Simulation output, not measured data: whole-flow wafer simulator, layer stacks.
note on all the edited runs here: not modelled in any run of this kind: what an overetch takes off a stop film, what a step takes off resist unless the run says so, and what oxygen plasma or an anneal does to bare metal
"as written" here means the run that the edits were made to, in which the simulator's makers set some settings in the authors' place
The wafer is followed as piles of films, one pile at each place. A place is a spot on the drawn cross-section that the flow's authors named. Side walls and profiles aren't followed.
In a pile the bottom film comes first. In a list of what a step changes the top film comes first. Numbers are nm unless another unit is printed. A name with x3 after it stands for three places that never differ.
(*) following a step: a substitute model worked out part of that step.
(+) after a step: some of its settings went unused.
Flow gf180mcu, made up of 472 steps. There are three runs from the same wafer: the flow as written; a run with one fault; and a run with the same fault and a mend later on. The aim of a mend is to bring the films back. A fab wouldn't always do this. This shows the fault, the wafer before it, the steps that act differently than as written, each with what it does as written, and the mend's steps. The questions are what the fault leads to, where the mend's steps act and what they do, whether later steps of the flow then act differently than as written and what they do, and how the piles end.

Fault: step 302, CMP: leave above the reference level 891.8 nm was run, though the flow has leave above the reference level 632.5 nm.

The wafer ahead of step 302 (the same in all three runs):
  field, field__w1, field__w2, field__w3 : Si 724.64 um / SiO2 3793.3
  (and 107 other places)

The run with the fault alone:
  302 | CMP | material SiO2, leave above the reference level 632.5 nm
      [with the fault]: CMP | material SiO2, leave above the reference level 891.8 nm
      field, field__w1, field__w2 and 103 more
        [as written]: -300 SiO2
        [with the fault]: -40.7 SiO2
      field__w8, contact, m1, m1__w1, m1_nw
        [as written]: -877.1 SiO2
        [with the fault]: -617.8 SiO2
  Later steps of the flow acting differently than as written:
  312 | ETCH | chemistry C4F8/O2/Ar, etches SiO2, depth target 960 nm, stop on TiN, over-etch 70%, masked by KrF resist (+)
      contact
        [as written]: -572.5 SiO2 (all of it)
        [with the fault]: -831.8 SiO2 (all of it)
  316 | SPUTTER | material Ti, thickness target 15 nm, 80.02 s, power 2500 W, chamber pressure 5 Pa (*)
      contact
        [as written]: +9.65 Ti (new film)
        [with the fault]: +8.31 Ti (new film)
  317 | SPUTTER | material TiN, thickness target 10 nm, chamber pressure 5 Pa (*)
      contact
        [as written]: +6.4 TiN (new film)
        [with the fault]: +5.5 TiN (new film)
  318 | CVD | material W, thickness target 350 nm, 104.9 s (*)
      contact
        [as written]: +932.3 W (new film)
        [with the fault]: +1193.8 W (new film)
  At field, field__w1, field__w2 and 109 more, the piles at the end differ from the flow's by more than 2% or 0.5 nm, whichever is larger.
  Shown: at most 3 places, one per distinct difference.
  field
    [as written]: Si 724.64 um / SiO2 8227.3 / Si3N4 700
    [with the fault]: Si 724.64 um / SiO2 8486.6 / Si3N4 700
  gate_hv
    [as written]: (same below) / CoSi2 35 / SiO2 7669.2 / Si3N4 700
    [with the fault]: (same below) / CoSi2 35 / SiO2 7928.5 / Si3N4 700
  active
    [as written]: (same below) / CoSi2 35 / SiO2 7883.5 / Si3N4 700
    [with the fault]: (same below) / CoSi2 35 / SiO2 8142.8 / Si3N4 700

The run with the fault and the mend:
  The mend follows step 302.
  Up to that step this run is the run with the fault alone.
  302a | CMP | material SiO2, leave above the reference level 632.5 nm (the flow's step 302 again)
      field, field__w1, field__w2 and 108 more
        -259.3 SiO2
  Every later step of the flow that is run acts as written at every place that is followed.
  At every place that both follow, the piles at the end match the flow's.
